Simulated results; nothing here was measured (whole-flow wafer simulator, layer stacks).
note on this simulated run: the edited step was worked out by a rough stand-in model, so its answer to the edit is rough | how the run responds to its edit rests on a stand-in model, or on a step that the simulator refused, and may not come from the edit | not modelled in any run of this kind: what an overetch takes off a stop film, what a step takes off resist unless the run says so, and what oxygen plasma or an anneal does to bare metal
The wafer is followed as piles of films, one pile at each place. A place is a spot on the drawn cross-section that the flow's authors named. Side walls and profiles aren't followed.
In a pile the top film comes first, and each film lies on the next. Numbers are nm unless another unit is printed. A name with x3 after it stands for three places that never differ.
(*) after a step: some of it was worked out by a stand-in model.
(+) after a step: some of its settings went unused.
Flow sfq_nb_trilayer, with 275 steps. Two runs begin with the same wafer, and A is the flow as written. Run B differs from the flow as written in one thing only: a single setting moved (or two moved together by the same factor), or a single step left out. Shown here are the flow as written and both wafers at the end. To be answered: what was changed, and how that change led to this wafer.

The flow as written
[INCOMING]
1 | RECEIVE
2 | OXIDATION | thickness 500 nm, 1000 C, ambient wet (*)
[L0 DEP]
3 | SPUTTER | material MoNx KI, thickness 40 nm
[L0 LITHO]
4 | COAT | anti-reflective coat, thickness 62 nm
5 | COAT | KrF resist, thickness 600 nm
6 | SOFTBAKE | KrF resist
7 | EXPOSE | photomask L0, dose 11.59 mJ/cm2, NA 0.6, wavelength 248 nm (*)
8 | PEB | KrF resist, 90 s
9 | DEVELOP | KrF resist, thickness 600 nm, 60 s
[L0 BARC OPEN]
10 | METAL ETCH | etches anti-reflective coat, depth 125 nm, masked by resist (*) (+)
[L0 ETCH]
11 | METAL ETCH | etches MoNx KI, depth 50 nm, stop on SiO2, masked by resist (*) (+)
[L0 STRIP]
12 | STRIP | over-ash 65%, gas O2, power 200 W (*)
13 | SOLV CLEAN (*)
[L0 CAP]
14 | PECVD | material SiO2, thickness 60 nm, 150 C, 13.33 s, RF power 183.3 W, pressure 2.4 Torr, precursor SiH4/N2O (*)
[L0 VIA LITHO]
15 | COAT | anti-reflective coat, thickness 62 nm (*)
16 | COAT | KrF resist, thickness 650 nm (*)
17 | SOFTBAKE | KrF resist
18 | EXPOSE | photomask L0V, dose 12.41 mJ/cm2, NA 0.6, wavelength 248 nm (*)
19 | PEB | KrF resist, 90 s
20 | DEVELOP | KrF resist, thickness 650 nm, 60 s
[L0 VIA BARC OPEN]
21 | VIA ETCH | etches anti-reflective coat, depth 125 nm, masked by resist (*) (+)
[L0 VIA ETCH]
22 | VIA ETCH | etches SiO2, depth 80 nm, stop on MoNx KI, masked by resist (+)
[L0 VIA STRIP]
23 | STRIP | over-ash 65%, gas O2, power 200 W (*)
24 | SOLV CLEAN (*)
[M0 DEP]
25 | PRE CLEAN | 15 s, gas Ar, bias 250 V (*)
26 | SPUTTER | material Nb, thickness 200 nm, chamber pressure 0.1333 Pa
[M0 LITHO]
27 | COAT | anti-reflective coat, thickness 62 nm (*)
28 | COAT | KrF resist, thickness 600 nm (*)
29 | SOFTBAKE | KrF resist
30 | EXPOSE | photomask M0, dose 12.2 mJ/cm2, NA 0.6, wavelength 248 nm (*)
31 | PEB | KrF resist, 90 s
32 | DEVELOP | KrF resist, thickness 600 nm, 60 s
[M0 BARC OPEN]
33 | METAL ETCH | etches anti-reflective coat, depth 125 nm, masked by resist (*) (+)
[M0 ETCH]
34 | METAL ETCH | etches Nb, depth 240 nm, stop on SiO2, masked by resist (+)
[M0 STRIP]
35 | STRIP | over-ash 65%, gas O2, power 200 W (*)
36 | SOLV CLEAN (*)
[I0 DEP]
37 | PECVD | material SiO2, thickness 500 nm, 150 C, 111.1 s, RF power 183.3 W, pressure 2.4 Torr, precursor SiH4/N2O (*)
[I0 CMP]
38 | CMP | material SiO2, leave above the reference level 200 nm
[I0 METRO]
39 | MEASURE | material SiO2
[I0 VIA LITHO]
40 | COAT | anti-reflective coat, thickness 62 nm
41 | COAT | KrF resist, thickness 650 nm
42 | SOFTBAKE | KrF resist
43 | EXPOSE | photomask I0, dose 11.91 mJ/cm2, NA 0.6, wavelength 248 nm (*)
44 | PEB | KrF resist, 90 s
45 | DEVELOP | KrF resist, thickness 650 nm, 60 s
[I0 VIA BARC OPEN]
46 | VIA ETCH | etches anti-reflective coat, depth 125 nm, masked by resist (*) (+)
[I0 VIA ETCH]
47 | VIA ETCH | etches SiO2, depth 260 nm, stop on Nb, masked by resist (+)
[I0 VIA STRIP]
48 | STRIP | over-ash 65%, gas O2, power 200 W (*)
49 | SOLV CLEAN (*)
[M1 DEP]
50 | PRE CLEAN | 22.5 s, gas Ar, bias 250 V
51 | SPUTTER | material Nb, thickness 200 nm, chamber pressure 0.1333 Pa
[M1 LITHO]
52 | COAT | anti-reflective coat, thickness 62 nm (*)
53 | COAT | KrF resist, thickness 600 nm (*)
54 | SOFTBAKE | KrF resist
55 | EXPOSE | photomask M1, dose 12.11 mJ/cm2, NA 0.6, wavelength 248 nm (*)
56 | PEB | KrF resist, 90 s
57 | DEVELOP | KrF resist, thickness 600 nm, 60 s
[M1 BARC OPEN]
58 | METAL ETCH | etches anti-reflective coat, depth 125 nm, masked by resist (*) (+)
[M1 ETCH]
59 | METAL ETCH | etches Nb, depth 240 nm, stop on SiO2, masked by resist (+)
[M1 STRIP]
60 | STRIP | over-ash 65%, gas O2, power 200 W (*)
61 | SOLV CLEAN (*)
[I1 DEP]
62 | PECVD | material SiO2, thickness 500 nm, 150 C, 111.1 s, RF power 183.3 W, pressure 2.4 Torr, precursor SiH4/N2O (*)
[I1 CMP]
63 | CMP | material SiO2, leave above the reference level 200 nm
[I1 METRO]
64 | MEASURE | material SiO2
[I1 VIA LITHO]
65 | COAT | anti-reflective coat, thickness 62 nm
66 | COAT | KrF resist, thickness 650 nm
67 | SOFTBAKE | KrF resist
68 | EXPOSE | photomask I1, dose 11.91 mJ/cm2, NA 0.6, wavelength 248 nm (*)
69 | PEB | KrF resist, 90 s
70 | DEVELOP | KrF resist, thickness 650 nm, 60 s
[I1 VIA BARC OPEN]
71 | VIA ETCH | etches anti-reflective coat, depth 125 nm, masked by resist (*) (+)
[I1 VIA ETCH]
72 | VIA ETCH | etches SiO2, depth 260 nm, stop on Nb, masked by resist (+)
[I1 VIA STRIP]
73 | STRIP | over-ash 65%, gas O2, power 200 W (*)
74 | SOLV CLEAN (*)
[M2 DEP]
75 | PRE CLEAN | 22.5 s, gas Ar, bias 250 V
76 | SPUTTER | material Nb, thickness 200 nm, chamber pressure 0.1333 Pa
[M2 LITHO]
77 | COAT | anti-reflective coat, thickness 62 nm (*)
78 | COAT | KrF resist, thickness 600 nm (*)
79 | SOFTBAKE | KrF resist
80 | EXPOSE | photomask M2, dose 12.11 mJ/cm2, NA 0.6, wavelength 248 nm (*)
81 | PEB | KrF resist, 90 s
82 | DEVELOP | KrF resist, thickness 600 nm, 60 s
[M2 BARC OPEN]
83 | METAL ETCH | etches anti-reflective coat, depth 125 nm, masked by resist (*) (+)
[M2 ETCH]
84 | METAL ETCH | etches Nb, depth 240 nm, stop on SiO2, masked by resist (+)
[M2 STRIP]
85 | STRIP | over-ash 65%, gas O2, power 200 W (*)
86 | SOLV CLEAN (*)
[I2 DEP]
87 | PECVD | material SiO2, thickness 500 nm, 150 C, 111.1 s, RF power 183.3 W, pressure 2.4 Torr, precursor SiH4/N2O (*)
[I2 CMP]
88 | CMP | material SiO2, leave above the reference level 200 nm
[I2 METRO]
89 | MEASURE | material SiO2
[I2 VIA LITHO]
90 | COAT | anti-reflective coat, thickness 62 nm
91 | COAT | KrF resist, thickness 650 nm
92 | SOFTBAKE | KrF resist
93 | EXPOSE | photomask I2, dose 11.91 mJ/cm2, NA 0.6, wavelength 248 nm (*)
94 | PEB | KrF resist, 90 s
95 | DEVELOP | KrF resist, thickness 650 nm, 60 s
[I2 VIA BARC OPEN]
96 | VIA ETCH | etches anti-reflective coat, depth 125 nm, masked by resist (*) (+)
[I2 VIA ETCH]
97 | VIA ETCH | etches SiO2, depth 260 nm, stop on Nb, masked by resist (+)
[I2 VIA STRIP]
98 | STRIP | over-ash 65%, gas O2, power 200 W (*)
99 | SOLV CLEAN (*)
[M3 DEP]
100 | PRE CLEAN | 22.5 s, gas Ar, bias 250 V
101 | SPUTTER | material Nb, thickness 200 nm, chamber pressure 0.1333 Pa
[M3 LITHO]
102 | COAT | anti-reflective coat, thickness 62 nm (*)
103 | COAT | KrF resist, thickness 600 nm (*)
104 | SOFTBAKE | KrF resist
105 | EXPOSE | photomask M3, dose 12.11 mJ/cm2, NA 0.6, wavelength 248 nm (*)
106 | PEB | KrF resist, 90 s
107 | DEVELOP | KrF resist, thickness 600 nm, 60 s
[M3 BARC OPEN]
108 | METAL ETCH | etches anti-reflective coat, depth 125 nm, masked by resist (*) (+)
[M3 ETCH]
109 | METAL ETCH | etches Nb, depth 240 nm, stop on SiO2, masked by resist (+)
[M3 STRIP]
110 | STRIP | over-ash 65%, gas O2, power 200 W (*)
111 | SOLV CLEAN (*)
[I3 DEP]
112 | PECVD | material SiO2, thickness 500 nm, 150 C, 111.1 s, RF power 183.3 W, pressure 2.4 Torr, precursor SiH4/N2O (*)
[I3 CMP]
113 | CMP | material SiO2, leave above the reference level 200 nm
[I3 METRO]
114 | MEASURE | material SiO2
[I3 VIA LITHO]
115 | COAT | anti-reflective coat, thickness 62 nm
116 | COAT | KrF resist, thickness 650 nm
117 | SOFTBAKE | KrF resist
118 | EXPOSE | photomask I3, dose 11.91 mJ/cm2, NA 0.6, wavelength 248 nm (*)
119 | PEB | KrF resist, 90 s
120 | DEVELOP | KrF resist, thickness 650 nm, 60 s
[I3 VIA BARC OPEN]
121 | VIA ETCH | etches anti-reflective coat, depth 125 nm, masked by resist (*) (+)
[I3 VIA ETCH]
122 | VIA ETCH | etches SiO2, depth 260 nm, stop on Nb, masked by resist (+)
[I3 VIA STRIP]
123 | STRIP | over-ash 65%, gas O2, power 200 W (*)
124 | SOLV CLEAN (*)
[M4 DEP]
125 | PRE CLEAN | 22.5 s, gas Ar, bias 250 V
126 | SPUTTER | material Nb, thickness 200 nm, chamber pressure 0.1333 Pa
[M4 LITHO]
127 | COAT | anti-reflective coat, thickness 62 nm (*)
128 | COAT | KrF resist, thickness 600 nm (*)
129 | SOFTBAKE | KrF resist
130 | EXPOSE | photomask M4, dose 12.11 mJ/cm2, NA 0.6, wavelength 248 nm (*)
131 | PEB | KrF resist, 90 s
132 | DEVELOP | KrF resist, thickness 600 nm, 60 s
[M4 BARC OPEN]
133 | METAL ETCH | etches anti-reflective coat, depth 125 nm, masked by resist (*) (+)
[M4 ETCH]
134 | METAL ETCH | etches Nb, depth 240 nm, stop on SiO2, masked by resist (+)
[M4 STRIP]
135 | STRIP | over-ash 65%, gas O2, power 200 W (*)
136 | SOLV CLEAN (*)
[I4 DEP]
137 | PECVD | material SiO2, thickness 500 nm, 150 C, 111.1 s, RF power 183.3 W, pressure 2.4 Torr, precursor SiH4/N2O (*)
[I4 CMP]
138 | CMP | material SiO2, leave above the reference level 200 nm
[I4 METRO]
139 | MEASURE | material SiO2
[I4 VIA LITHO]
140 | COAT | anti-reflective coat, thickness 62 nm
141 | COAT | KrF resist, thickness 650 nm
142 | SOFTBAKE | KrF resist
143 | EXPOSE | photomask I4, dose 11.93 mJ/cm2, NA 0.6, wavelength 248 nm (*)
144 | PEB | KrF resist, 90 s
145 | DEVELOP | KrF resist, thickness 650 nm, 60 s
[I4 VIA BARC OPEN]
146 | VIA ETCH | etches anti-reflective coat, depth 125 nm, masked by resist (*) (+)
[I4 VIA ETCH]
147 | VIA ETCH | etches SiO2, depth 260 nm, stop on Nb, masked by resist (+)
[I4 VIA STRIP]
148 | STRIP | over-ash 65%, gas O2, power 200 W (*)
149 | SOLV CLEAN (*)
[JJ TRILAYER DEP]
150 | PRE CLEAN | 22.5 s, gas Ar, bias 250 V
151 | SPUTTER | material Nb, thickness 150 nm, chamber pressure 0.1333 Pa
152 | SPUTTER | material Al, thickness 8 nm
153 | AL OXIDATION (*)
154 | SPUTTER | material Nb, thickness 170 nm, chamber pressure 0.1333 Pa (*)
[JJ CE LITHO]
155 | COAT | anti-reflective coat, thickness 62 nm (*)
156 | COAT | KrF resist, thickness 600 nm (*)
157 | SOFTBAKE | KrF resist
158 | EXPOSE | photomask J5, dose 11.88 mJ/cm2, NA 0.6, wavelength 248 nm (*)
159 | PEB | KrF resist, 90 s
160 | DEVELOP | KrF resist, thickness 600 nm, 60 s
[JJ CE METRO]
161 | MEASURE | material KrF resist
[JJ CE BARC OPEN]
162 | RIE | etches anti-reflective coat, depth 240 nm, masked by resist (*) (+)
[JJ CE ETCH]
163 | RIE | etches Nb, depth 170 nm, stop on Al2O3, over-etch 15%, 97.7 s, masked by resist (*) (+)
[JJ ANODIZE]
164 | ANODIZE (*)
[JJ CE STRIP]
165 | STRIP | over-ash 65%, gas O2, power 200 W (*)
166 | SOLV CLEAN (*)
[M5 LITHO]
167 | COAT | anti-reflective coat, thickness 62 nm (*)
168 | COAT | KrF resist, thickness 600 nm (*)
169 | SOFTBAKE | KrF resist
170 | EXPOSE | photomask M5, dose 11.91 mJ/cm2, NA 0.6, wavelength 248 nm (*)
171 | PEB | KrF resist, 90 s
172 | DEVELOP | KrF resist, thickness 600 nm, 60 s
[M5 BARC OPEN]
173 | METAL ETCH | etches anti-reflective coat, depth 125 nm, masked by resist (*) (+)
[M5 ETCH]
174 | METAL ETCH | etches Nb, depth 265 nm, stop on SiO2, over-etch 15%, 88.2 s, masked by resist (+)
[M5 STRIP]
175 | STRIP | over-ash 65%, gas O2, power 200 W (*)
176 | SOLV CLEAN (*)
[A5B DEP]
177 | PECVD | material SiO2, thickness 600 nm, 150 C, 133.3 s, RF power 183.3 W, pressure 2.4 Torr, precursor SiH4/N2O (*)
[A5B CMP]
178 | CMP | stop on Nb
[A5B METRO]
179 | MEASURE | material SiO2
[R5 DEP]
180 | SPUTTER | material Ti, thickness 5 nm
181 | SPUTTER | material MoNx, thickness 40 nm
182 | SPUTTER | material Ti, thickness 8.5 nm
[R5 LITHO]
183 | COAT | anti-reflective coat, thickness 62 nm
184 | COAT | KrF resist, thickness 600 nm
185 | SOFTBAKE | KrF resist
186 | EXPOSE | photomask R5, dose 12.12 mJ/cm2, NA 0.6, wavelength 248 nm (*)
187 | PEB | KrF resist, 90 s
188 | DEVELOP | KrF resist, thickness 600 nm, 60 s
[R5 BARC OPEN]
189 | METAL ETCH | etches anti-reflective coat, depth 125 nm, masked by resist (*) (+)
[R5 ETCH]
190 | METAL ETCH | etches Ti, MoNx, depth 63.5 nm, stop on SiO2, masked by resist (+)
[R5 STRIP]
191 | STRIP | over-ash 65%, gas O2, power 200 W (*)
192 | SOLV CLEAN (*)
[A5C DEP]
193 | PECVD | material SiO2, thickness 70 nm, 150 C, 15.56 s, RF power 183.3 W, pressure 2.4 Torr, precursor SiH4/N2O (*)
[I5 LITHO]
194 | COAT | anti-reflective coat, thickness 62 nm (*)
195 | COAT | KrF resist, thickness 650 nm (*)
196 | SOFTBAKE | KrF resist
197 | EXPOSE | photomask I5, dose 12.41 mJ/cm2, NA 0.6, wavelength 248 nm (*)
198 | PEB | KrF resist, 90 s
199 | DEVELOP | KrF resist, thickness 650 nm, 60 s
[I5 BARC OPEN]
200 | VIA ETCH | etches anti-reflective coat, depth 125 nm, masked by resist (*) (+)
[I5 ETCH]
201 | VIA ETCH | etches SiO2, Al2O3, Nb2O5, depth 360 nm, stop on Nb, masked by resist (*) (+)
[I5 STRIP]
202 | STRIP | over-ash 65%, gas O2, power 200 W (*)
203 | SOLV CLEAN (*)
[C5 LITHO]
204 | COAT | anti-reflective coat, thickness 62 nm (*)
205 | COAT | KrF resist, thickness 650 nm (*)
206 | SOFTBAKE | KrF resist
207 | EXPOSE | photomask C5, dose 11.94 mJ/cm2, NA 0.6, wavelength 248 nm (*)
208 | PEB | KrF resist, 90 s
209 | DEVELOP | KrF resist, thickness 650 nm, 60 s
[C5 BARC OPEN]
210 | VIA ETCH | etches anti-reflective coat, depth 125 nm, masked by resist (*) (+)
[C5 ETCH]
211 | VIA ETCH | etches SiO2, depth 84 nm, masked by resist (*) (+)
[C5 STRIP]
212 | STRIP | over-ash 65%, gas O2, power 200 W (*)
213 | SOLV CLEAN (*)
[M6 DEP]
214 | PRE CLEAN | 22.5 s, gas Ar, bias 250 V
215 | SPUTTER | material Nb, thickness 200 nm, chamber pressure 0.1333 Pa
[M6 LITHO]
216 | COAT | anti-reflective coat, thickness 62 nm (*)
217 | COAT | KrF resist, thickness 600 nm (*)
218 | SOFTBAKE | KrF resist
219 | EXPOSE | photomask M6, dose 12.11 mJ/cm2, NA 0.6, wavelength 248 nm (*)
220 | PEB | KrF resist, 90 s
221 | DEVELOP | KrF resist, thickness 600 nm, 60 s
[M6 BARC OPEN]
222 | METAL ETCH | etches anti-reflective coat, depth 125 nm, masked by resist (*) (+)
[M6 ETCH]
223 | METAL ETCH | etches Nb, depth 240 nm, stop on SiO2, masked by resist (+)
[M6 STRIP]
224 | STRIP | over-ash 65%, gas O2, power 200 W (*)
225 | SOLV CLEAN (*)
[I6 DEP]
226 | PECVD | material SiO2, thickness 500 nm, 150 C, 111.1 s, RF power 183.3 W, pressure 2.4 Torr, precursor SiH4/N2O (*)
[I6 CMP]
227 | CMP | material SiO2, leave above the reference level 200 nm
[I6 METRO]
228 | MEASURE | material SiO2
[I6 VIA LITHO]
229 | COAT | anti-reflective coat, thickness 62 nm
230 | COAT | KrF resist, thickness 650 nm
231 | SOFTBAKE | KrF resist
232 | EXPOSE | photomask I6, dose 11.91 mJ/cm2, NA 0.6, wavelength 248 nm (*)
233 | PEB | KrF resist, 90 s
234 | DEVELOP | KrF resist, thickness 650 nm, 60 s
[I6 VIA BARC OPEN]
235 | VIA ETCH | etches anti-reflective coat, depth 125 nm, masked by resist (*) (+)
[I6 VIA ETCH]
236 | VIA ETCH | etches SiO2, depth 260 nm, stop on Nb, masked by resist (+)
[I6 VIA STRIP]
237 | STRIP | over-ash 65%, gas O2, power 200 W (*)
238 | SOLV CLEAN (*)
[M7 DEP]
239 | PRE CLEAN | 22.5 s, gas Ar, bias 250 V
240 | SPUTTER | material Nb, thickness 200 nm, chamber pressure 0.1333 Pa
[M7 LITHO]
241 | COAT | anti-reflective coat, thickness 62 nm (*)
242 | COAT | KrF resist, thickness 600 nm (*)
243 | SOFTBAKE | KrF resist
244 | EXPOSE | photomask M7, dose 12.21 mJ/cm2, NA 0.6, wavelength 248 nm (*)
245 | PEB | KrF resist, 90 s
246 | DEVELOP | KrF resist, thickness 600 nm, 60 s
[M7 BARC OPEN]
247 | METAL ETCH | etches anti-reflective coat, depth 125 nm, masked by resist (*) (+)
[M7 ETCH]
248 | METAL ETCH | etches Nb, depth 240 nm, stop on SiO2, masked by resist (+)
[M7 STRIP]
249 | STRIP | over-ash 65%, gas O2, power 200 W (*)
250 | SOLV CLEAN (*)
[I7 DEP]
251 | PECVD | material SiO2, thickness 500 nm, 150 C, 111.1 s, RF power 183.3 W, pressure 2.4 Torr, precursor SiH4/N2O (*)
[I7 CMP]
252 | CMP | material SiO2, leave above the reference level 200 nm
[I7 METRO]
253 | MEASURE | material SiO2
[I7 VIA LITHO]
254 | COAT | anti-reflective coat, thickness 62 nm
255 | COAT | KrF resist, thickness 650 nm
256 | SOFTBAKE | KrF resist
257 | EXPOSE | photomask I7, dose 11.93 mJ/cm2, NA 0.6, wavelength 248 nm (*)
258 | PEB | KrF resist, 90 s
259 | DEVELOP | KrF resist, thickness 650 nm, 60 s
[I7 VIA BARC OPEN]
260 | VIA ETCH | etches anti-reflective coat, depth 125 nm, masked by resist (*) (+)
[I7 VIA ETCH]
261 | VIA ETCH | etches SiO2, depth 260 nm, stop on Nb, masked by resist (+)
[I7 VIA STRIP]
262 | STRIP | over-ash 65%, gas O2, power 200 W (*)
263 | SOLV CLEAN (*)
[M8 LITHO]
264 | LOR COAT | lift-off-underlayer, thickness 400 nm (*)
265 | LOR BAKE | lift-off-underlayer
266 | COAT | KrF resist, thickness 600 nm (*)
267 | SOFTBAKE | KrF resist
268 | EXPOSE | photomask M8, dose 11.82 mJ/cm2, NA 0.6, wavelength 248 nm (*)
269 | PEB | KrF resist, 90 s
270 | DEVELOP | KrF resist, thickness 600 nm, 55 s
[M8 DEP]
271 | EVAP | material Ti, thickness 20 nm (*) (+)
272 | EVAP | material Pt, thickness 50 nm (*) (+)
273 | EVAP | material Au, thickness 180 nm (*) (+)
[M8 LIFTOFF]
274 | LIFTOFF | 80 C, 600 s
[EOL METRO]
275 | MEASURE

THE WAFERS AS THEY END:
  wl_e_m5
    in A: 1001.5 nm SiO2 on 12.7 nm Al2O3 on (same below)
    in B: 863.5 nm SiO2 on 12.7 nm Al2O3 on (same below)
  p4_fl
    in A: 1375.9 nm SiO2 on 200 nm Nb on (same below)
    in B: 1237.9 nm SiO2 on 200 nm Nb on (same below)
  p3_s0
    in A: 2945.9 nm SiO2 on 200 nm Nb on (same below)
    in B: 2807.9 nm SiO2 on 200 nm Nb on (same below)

Cause: step 251, PECVD: thickness 262 nm was run, whereas the flow has thickness 500 nm; step 251, PECVD: 58.33 s was run, where the flow has 111.1 s.

Step by step, how the change led to this:
  251 | PECVD | material SiO2, thickness 500 nm, 150 C, 111.1 s, RF power 183.3 W, pressure 2.4 Torr, precursor SiH4/N2O (*)
      field_l, p4_fl, p4_fm and 56 more: A +500 SiO2 | B +262 SiO2
      v_sur, via_wl, via_w and 37 more: A +500 SiO2 (new film) | B +262 SiO2 (new film)
      (as well as at 7 more places)
  252 | CMP | material SiO2, leave above the reference level 200 nm
      field_l, p4_fl, p4_fm and 56 more: A -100 SiO2 | B nothing
      field_r, lsp_l: A -77.7 SiO2 | B nothing
      (as well as at 45 more places)
  254 | COAT | anti-reflective coat, thickness 62 nm
      jj_sur, ce_l, c5j, be_r: A +62 anti-reflective coat (new film) | B +55.7 anti-reflective coat (new film)
      p3_s1, p3_l2, p3_s5, p3_l6: A +62 anti-reflective coat (new film) | B +63.8 anti-reflective coat (new film)
      (as well as at 86 more places)
  255 | COAT | KrF resist, thickness 650 nm
      ce_l, c5j, ce_r, sp_r, wl_f_m6: A +650 KrF resist (new film) | B +624.7 KrF resist (new film)
      be_r, r5r_spacepad_r: A +650 KrF resist (new film) | B +624.2 KrF resist (new film)
      (as well as at 74 more places)
  259 | DEVELOP | KrF resist, thickness 650 nm, 60 s
      via_wl: A -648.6 KrF resist (all of it) | B -600.8 KrF resist (all of it)
      via_w: A -648.6 KrF resist (all of it) | B -608.3 KrF resist (all of it)
      (as well as at 1 more place)
  260 | VIA ETCH | etches anti-reflective coat, depth 125 nm, masked by resist (*) (+)
      field_l, v_sur, via_sp and 100 more: A -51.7 KrF resist | B -44.7 KrF resist
      via_wl: A -62 anti-reflective coat (all of it), -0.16 SiO2 | B -53.5 anti-reflective coat (all of it), -0.14 SiO2
      (as well as at 2 more places)
  262 | STRIP | over-ash 65%, gas O2, power 200 W (*)
      ce_l, c5j: A -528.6 KrF resist (all of it), -62 anti-reflective coat (all of it) | B -510.3 KrF resist (all of it), -55.7 anti-reflective coat (all of it)
      ce_r, sp_r: A -528.6 KrF resist (all of it), -62 anti-reflective coat (all of it) | B -510.3 KrF resist (all of it), -55.8 anti-reflective coat (all of it)
      (as well as at 94 more places)
  264 | LOR COAT | lift-off-underlayer, thickness 400 nm (*)
      m5r_linepad_l, m5r_linepad_r, r5r_line_l: A +400 lift-off-underlayer (new film) | B +453.7 lift-off-underlayer (new film)
      wl_j_sl, wl_jj: A +400 lift-off-underlayer (new film) | B +389.6 lift-off-underlayer (new film)
      (as well as at 84 more places)
  266 | COAT | KrF resist, thickness 600 nm (*)
      wl_d_m1, wl_d_sr: A +600 KrF resist (new film) | B +622.9 KrF resist (new film)
      wl_f_sr, m8r_pad_l: A +600 KrF resist (new film) | B +584.9 KrF resist (new film)
      (as well as at 46 more places)
  270 | DEVELOP | KrF resist, thickness 600 nm, 55 s
      field_l: A -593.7 KrF resist (all of it), -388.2 lift-off-underlayer (all of it) | B -608.5 KrF resist (all of it), -436.4 lift-off-underlayer (all of it)
      v_sur: A -607.3 KrF resist (all of it), -369.4 lift-off-underlayer (all of it) | B -591.5 KrF resist (all of it), -319.5 lift-off-underlayer (all of it)
      (as well as at 9 more places)
  274 | LIFTOFF | 80 C, 600 s
      wl_j_sl, wl_jj: A -180 Au (all of it), -50 Pt (all of it), -20 Ti (all of it), -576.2 KrF resist (all of it), -400 lift-off-underlayer (all of it) | B -180 Au (all of it), -50 Pt (all of it), -20 Ti (all of it), -565.3 KrF resist (all of it), -389.6 lift-off-underlayer (all of it)
      m0r_line_l, m6r_line_l: A -180 Au (all of it), -50 Pt (all of it), -20 Ti (all of it), -576.2 KrF resist (all of it), -400 lift-off-underlayer (all of it) | B -180 Au (all of it), -50 Pt (all of it), -20 Ti (all of it), -589 KrF resist (all of it), -432.4 lift-off-underlayer (all of it)
      (as well as at 74 more places)
